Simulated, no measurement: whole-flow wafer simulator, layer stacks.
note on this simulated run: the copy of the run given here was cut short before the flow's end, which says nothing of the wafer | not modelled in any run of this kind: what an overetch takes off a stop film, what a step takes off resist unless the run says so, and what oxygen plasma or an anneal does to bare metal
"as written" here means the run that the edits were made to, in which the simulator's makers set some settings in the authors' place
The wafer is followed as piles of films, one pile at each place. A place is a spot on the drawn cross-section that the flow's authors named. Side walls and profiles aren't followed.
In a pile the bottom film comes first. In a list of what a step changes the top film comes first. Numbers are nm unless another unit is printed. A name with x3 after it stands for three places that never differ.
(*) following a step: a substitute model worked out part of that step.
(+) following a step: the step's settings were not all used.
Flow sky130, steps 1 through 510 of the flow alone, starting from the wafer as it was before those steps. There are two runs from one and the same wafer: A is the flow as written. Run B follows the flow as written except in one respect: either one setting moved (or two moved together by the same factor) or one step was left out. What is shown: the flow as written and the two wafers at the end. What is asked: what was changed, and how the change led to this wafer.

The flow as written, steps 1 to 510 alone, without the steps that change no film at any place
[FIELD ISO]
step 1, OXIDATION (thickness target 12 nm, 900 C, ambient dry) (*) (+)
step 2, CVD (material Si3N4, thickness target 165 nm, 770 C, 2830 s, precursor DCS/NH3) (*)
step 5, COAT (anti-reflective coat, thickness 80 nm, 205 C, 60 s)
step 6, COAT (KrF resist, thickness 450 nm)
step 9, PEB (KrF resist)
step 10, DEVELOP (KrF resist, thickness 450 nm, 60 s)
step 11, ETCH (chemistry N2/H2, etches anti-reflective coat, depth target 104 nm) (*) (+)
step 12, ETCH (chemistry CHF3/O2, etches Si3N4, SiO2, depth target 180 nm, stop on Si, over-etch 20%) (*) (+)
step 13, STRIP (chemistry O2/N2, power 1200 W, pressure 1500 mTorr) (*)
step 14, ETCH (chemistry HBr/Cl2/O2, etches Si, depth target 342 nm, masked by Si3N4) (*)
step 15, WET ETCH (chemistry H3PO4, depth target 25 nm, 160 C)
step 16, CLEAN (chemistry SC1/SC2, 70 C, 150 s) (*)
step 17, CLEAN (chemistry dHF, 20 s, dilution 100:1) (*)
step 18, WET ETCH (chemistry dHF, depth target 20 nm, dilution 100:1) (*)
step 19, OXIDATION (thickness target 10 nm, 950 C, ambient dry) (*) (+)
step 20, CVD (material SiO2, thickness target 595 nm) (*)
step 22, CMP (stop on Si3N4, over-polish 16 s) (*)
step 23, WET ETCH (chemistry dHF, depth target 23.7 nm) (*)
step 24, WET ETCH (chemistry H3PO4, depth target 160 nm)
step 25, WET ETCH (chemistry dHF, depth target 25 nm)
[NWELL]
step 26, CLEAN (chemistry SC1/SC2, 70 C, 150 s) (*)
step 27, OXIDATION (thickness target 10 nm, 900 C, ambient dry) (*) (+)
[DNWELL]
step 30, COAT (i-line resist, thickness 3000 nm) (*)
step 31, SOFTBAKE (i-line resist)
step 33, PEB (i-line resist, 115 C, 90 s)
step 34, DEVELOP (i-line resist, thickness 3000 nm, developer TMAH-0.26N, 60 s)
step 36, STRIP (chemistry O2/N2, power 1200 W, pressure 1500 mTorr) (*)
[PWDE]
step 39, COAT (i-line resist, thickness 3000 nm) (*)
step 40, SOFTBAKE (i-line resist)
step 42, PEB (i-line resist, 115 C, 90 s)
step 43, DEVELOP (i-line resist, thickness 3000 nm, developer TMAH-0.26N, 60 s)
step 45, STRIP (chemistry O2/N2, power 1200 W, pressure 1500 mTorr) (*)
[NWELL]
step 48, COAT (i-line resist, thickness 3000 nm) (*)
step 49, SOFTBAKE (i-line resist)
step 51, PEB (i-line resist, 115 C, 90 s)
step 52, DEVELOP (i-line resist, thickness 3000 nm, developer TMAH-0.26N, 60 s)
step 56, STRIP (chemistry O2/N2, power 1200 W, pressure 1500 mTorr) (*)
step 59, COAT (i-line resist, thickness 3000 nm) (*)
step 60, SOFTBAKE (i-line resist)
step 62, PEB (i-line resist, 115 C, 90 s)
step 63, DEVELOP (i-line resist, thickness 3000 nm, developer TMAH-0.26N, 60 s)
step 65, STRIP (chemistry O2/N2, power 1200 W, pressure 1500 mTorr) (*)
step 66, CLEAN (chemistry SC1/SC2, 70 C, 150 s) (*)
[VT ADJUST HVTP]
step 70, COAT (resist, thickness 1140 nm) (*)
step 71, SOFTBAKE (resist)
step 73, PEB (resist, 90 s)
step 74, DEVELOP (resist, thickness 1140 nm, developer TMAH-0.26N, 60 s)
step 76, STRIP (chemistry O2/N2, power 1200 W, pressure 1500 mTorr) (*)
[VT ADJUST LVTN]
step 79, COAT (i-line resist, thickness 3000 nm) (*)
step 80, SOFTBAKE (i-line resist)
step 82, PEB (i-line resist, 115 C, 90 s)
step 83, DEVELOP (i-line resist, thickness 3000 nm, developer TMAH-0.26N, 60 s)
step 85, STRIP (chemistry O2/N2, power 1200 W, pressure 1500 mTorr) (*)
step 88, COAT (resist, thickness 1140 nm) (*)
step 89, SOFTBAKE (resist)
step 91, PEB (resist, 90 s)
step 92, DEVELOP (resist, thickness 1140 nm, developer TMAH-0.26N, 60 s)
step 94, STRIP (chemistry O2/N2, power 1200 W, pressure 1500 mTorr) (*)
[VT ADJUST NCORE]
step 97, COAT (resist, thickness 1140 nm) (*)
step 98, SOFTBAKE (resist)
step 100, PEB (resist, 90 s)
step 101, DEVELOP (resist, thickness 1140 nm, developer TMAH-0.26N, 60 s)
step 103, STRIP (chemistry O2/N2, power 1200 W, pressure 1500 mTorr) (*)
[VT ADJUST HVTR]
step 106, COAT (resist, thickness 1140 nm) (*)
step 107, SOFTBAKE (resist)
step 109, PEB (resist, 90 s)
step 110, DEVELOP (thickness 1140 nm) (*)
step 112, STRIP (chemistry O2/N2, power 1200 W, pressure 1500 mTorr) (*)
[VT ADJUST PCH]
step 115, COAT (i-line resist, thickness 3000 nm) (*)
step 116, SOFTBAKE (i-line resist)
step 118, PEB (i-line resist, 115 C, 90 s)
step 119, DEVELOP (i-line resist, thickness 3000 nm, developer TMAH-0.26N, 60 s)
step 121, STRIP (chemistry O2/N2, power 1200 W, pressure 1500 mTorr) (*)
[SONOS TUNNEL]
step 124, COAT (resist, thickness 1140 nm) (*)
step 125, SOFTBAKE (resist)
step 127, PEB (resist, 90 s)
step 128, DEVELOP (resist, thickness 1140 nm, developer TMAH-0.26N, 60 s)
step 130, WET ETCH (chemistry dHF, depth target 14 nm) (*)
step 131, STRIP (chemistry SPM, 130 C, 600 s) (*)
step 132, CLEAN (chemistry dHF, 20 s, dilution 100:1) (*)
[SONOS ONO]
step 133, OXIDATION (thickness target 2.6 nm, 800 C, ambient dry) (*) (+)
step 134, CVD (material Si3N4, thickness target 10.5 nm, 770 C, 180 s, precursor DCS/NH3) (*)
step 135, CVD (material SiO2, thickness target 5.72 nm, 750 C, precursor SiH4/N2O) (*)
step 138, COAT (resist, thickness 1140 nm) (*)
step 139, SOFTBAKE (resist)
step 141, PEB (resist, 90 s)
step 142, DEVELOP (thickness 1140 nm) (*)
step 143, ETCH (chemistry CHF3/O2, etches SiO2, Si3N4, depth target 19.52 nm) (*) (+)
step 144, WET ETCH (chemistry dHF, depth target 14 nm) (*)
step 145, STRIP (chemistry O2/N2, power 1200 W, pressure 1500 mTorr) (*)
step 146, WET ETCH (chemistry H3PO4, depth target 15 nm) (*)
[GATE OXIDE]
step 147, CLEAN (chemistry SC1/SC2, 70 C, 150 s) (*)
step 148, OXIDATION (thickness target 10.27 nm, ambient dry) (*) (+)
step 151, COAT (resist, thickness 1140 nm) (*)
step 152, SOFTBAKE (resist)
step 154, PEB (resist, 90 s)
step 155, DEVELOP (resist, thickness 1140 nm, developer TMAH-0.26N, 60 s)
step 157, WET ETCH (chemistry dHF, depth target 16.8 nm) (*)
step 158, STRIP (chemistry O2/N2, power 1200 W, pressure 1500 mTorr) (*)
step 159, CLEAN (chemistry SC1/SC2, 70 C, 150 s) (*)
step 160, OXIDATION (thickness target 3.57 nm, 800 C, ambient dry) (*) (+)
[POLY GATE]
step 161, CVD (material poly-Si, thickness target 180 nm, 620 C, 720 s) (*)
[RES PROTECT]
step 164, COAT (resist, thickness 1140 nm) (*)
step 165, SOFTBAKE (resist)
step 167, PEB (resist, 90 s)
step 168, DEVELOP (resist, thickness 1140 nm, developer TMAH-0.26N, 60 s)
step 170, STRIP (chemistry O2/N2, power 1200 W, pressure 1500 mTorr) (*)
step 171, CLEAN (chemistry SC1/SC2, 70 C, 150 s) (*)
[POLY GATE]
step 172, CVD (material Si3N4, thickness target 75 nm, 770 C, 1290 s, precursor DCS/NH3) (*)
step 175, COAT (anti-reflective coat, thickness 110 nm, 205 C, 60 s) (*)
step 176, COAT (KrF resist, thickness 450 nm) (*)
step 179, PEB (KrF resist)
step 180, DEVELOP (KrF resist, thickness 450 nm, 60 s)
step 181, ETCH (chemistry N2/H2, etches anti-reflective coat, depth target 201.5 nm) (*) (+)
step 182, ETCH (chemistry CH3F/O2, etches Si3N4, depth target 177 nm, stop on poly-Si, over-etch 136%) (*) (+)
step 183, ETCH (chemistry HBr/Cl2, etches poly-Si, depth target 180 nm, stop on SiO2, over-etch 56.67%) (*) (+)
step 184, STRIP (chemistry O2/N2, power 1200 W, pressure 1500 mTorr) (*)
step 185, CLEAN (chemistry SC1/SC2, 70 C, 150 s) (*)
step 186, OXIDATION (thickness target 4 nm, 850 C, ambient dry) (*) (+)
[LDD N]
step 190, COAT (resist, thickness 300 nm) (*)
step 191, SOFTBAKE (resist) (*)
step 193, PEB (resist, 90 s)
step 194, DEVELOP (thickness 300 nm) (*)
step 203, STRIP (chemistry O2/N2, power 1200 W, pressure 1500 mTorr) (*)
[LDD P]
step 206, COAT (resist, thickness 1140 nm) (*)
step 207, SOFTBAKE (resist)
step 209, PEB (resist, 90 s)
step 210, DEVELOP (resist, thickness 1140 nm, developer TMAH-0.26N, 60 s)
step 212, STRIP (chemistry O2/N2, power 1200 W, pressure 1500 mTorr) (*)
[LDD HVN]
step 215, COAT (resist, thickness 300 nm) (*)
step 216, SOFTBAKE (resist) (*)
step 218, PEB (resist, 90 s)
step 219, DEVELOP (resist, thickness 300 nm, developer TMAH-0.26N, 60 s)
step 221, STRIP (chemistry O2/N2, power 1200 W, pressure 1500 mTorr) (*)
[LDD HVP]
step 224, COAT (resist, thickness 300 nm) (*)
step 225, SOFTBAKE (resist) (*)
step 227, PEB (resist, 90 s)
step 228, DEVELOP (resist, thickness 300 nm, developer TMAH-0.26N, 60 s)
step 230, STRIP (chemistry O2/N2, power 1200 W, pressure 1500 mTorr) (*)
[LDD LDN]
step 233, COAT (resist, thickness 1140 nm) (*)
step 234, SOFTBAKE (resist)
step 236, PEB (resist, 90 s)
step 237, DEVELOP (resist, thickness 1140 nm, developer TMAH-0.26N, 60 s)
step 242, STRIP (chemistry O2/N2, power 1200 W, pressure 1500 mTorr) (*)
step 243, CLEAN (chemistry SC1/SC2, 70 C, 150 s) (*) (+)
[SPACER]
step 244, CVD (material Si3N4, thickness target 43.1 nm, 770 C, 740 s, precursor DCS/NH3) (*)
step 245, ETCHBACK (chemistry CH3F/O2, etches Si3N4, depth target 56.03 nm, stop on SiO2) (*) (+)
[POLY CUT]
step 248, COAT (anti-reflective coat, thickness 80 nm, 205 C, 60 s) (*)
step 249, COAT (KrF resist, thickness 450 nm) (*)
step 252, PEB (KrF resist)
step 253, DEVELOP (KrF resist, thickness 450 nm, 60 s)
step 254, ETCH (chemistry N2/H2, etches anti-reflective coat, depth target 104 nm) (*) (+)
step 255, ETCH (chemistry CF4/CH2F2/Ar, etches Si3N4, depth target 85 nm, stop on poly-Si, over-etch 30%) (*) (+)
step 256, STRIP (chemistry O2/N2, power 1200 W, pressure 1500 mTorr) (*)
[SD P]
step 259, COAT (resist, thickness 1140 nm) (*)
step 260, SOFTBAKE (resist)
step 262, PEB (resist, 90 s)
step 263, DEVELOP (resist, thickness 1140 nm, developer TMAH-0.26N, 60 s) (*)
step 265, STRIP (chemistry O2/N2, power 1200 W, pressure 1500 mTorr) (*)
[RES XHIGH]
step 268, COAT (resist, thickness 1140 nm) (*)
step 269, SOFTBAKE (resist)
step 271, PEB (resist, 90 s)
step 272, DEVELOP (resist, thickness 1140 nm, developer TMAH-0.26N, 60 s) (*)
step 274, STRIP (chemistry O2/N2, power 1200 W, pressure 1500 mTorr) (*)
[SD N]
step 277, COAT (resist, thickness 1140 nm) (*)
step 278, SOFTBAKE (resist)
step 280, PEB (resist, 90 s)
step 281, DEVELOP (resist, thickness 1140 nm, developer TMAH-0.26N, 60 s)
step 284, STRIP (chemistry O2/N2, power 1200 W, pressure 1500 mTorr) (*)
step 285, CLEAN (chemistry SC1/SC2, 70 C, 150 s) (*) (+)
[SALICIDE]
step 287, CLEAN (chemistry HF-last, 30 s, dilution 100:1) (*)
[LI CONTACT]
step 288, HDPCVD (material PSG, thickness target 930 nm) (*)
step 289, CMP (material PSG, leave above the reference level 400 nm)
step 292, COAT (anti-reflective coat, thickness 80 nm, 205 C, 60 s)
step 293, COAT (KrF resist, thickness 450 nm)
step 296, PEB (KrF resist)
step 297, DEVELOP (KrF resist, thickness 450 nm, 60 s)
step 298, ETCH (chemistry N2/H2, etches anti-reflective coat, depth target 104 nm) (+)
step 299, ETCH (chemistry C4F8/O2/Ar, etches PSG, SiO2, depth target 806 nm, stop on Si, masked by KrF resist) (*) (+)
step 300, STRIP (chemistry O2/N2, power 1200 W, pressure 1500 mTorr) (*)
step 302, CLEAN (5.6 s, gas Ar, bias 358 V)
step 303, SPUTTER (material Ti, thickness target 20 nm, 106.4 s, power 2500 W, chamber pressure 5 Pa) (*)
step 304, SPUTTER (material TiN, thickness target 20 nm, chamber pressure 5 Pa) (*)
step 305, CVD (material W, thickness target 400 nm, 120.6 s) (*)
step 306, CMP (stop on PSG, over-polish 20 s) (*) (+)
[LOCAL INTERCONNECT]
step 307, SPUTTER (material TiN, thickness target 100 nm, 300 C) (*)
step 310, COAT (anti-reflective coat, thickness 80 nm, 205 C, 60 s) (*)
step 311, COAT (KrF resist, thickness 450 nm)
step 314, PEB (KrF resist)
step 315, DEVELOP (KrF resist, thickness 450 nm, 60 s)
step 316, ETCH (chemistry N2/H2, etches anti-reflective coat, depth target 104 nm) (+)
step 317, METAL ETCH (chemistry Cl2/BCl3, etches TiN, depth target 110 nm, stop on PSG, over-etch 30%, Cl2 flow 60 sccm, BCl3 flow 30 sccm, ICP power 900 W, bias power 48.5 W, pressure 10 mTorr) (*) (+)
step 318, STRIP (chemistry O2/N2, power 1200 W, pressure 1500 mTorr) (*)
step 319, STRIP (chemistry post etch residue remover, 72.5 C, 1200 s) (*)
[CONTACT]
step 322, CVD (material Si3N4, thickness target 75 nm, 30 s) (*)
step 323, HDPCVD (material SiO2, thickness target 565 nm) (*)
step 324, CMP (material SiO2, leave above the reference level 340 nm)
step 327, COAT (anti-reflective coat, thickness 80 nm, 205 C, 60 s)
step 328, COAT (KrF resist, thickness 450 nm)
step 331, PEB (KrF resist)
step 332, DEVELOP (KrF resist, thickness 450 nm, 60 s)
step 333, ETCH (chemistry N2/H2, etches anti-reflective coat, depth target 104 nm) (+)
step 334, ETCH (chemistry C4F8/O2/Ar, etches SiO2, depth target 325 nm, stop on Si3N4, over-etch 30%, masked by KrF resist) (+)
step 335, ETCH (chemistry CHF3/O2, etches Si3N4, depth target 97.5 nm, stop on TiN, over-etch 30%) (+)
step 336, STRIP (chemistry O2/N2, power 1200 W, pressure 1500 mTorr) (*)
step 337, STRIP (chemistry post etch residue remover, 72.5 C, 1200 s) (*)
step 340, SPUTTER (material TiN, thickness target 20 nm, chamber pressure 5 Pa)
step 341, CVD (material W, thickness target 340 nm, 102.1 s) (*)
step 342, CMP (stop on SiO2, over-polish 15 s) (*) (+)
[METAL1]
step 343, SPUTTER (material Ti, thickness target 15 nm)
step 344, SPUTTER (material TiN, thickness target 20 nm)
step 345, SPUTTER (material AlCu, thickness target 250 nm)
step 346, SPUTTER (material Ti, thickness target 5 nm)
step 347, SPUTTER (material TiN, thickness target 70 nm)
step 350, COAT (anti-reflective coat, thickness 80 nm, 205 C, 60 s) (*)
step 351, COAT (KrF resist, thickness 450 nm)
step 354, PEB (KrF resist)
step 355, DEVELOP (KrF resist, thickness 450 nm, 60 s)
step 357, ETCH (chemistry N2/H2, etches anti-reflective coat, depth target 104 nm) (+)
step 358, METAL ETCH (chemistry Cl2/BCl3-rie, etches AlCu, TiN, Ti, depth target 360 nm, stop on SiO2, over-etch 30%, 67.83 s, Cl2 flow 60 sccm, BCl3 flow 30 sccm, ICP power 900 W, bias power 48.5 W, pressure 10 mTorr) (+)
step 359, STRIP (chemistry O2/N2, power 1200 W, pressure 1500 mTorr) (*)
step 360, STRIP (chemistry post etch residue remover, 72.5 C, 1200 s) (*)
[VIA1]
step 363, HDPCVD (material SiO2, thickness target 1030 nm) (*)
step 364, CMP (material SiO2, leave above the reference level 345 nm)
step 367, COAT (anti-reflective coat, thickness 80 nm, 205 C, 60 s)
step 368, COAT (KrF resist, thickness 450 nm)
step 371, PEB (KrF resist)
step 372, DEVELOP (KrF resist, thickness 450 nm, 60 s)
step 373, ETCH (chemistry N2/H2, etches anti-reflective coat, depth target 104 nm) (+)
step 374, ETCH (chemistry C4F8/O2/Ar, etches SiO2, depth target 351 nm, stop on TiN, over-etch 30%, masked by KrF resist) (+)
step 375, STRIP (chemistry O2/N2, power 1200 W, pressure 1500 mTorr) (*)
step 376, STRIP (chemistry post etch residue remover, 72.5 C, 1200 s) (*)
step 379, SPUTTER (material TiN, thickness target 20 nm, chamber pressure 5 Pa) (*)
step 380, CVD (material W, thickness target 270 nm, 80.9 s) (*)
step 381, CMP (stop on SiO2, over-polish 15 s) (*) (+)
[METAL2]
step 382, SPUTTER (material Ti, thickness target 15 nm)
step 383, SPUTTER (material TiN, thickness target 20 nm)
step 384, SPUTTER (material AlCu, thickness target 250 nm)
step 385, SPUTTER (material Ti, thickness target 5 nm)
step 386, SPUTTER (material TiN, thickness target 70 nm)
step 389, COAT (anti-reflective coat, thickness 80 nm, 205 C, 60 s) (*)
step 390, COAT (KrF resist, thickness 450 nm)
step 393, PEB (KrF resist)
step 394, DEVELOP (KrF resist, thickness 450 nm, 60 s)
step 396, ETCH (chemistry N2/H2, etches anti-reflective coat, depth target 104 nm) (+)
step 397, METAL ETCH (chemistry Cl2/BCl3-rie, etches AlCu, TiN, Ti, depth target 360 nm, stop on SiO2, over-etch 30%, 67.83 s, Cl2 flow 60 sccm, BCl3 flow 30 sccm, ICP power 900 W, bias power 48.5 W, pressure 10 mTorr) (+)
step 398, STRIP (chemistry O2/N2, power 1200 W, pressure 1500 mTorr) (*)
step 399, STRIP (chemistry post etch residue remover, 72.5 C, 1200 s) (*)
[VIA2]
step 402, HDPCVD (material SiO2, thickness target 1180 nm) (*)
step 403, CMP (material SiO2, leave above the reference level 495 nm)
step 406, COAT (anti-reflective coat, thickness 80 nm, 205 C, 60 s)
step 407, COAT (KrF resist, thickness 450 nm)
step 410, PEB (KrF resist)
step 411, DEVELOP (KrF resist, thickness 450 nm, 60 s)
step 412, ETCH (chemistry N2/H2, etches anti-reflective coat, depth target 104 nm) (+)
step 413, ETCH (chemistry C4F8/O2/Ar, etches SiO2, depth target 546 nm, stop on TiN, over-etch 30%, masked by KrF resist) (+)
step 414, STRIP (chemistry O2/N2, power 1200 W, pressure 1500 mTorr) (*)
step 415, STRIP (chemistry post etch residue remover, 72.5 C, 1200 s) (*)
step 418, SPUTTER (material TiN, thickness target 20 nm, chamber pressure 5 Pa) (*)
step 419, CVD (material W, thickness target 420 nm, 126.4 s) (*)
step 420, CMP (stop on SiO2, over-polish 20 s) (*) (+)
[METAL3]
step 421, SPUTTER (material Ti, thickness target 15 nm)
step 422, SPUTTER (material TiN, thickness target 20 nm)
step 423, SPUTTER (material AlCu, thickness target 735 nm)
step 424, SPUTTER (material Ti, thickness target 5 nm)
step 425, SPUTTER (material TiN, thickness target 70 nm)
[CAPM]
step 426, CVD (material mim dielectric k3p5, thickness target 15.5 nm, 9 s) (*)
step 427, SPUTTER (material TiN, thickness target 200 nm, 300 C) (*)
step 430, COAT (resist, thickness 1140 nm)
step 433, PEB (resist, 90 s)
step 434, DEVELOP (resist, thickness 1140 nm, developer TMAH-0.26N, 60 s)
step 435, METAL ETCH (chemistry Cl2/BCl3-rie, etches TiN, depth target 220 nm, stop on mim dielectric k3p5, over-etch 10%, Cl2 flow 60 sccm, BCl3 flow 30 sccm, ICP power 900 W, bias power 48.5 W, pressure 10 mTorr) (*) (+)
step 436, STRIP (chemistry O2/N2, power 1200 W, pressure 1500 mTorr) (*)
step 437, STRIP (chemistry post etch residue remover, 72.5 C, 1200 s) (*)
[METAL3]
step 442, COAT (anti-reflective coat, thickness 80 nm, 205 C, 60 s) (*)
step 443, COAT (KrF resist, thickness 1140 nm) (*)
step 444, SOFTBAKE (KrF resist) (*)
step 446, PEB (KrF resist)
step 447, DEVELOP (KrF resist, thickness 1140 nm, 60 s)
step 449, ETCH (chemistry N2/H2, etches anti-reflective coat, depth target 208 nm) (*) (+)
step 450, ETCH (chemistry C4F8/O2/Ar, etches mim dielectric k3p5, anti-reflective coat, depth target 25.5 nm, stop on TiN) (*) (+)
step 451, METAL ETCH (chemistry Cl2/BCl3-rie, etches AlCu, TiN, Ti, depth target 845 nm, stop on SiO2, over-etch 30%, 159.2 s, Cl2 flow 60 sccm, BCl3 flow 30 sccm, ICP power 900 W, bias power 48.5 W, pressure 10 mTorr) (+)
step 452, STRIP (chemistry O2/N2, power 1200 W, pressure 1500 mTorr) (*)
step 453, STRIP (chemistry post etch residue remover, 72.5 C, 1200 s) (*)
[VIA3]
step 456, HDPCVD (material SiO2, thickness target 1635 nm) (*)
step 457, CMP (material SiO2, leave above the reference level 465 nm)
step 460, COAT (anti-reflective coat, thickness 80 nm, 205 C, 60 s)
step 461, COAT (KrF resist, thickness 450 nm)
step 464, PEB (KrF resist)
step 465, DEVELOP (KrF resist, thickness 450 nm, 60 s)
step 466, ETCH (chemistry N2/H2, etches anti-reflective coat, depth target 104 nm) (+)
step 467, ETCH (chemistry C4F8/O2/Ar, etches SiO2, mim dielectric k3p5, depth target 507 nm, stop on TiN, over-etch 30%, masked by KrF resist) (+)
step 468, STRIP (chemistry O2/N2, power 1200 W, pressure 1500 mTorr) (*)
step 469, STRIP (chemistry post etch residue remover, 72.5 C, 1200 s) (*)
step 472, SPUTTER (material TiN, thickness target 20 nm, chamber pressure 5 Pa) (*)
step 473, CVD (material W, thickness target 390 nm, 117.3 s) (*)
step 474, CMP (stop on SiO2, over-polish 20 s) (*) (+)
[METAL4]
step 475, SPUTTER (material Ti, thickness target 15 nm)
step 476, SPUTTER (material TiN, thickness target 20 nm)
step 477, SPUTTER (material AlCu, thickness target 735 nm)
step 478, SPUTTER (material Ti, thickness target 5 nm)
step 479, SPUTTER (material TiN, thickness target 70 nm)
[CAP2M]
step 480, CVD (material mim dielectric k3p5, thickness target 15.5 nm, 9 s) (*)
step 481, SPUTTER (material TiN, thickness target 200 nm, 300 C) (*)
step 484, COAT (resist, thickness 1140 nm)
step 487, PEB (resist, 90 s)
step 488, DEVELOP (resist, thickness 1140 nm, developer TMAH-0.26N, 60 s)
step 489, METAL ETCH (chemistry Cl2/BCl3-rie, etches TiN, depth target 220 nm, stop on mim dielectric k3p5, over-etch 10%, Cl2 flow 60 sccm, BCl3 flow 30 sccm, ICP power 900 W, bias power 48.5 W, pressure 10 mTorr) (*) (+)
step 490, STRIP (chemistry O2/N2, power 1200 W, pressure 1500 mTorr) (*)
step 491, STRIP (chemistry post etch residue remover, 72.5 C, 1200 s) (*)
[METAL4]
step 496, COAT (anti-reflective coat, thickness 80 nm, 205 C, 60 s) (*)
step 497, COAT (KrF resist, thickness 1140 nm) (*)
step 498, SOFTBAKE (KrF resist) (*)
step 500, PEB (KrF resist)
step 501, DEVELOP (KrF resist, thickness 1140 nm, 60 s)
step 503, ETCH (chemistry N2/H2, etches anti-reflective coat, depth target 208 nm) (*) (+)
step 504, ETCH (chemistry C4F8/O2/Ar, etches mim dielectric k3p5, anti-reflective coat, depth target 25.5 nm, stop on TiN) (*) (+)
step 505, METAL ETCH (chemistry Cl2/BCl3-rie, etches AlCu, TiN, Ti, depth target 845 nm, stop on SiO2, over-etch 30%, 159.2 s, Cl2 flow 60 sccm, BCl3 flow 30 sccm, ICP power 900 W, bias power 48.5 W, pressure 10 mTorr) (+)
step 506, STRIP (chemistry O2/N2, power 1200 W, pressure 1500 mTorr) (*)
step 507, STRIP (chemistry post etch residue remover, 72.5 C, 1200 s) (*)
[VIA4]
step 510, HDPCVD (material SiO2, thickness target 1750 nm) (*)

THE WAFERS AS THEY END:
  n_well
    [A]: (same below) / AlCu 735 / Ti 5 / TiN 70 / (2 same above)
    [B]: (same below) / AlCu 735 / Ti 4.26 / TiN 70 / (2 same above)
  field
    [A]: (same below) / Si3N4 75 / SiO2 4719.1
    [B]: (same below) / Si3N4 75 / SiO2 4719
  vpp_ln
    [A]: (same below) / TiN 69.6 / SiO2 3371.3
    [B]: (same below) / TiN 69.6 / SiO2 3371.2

The reason: step 478, SPUTTER: thickness target 4.26 nm was run, whereas the flow has thickness target 5 nm.
The wafer itself shows it: n_well has Ti 4.26, and step 478 as written asks for 5 nm.

How this came from the change, step by step:
  step 478, SPUTTER (material Ti, thickness target 5 nm)
      field, active, n_well and 189 more: A Ti gains 5 (new film) | B Ti gains 4.26 (new film)
  step 505, METAL ETCH (chemistry Cl2/BCl3-rie, etches AlCu, TiN, Ti, depth target 845 nm, stop on SiO2, over-etch 30%, 159.2 s, Cl2 flow 60 sccm, BCl3 flow 30 sccm, ICP power 900 W, bias power 48.5 W, pressure 10 mTorr) (+)
      field, active, gate and 70 more: A TiN loses 70 (all of it), Ti loses 5 (all of it), AlCu loses 735 (all of it), TiN loses 20 (all of it), Ti loses 15 (all of it), SiO2 loses 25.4 | B TiN loses 70 (all of it), Ti loses 4.26 (all of it), AlCu loses 735 (all of it), TiN loses 20 (all of it), Ti loses 15 (all of it), SiO2 loses 25.4
      vpp_iso1, mim_edge_plate, m1_ln and 12 more: A TiN loses 70 (all of it), Ti loses 5 (all of it), AlCu loses 735 (all of it), TiN loses 20 (all of it), Ti loses 15 (all of it), SiO2 loses 25.3 | B TiN loses 70 (all of it), Ti loses 4.26 (all of it), AlCu loses 735 (all of it), TiN loses 20 (all of it), Ti loses 15 (all of it), SiO2 loses 25.4
